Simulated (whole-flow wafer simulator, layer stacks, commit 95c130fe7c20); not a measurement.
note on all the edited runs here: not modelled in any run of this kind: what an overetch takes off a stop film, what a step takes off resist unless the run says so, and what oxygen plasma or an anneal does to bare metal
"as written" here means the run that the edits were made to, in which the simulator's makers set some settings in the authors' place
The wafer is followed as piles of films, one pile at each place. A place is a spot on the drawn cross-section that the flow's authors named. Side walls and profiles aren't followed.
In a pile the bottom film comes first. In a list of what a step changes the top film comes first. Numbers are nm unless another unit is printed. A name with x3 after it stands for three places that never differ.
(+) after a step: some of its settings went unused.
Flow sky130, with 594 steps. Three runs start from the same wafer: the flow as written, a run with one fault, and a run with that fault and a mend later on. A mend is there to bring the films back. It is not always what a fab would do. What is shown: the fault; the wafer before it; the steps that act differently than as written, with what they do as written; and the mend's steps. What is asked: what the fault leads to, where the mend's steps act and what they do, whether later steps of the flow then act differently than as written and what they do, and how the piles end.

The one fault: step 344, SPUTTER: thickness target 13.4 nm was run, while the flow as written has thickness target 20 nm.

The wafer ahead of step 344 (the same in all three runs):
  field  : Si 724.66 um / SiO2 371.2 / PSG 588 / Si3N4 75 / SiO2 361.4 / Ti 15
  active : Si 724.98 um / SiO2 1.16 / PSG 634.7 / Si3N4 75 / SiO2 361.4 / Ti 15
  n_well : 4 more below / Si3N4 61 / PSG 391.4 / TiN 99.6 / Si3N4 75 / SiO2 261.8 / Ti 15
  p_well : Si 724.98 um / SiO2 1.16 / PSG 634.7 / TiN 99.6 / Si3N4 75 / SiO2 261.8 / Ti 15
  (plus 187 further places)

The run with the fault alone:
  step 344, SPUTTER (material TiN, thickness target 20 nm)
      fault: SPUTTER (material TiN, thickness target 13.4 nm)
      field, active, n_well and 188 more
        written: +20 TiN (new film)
        fault: +13.4 TiN (new film)
  Later steps of the flow acting differently than as written (9 other steps are not shown; they differ only slightly, by no more than 2% or 0.5 nm, whichever is larger):
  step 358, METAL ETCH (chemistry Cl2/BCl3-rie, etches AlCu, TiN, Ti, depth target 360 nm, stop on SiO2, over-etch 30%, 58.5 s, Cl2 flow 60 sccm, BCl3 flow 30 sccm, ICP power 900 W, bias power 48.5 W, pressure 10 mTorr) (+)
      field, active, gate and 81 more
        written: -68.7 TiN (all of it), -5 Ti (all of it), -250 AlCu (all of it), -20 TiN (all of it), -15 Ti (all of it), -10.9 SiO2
        fault: -68.7 TiN (all of it), -5 Ti (all of it), -250 AlCu (all of it), -13.4 TiN (all of it), -15 Ti (all of it), -11.6 SiO2
  At n_well, p_well, gate_hv and 104 more, the piles at the end differ from the flow's by more than 2% or 0.5 nm, whichever is larger.
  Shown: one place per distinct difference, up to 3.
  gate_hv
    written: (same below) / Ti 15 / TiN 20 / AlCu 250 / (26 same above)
    fault: (same below) / Ti 15 / TiN 13.4 / AlCu 250 / (26 same above)
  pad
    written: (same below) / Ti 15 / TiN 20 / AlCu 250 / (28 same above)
    fault: (same below) / Ti 15 / TiN 13.4 / AlCu 250 / (28 same above)
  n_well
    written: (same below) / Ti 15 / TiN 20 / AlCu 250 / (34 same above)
    fault: (same below) / Ti 15 / TiN 13.4 / AlCu 250 / (34 same above)

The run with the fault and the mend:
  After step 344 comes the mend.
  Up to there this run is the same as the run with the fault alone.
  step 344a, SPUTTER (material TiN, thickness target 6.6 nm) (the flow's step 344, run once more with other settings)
      field, active, n_well and 188 more
        +6.6 TiN
  Later steps of the flow that are run all act as written at every place that is followed.
  At every place that both follow, the piles at the end match the flow's.
